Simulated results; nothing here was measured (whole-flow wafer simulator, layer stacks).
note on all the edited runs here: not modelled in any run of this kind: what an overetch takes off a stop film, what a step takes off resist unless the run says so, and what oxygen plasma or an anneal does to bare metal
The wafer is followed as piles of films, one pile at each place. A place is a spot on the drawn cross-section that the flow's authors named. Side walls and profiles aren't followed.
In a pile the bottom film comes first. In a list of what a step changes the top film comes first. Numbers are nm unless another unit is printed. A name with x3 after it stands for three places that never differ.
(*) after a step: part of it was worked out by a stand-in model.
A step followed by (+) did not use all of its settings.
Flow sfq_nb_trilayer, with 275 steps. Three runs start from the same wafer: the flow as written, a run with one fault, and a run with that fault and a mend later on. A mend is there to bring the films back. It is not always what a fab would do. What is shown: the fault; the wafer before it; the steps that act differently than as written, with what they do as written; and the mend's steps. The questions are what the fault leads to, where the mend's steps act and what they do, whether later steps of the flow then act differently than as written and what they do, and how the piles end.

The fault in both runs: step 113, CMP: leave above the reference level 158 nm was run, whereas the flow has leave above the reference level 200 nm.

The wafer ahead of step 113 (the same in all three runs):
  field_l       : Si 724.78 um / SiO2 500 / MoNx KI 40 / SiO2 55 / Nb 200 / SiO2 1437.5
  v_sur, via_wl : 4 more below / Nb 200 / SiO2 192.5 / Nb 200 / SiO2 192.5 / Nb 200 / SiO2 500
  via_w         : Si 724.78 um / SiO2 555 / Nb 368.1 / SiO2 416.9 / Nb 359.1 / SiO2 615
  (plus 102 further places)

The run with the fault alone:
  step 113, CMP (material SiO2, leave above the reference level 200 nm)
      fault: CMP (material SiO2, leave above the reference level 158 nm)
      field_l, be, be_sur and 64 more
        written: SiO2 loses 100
        fault: SiO2 loses 142
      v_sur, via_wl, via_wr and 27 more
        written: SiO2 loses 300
        fault: SiO2 loses 342
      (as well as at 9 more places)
  Later steps of the flow acting differently than as written (4 other steps are not shown; they differ only slightly, by no more than 2% or 0.5 nm, whichever is larger):
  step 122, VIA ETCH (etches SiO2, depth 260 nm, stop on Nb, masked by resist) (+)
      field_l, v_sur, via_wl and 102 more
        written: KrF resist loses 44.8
        fault: KrF resist loses 40.8
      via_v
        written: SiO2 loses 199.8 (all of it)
        fault: SiO2 loses 157.8 (all of it)
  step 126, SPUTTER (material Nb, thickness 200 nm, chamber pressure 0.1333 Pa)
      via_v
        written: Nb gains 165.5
        fault: Nb gains 174.7
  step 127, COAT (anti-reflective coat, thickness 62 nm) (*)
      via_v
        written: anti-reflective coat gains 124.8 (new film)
        fault: anti-reflective coat gains 114 (new film)
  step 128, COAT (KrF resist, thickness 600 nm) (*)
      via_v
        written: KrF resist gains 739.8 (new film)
        fault: KrF resist gains 706 (new film)
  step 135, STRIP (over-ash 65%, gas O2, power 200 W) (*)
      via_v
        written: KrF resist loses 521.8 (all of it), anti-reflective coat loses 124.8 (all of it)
        fault: KrF resist loses 488.1 (all of it), anti-reflective coat loses 114 (all of it)
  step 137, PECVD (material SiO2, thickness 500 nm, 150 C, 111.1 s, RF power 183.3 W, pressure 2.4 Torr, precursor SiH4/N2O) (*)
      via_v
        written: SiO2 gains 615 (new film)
        fault: SiO2 gains 539.3 (new film)
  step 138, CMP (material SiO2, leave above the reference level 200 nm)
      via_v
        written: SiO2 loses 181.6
        fault: SiO2 loses 157.1
  The piles end different from the flow's at v_sur, via_wl, via_w and 77 more by more than 2% or 0.5 nm, whichever is larger.
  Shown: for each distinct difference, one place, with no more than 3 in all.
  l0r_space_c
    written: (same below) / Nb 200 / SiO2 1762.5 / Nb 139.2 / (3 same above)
    fault: (same below) / Nb 200 / SiO2 1720.5 / Nb 139.2 / (3 same above)
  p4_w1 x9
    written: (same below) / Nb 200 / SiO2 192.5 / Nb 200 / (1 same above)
    fault: (same below) / Nb 200 / SiO2 150.5 / Nb 200 / (1 same above)
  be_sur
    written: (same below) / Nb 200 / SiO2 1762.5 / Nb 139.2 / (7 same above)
    fault: (same below) / Nb 200 / SiO2 1720.5 / Nb 139.2 / (7 same above)

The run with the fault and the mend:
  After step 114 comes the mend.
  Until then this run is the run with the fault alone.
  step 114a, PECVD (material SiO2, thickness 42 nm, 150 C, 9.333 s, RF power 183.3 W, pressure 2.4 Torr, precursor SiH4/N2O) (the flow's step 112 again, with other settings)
      field_l, v_sur, via_wl and 103 more
        SiO2 gains 42
  None of the later steps of the flow differs from how it acts as written, at any place that is followed, by more than 2% or 0.5 nm, whichever is larger.
  At every place that both follow, the piles at the end match the flow's.
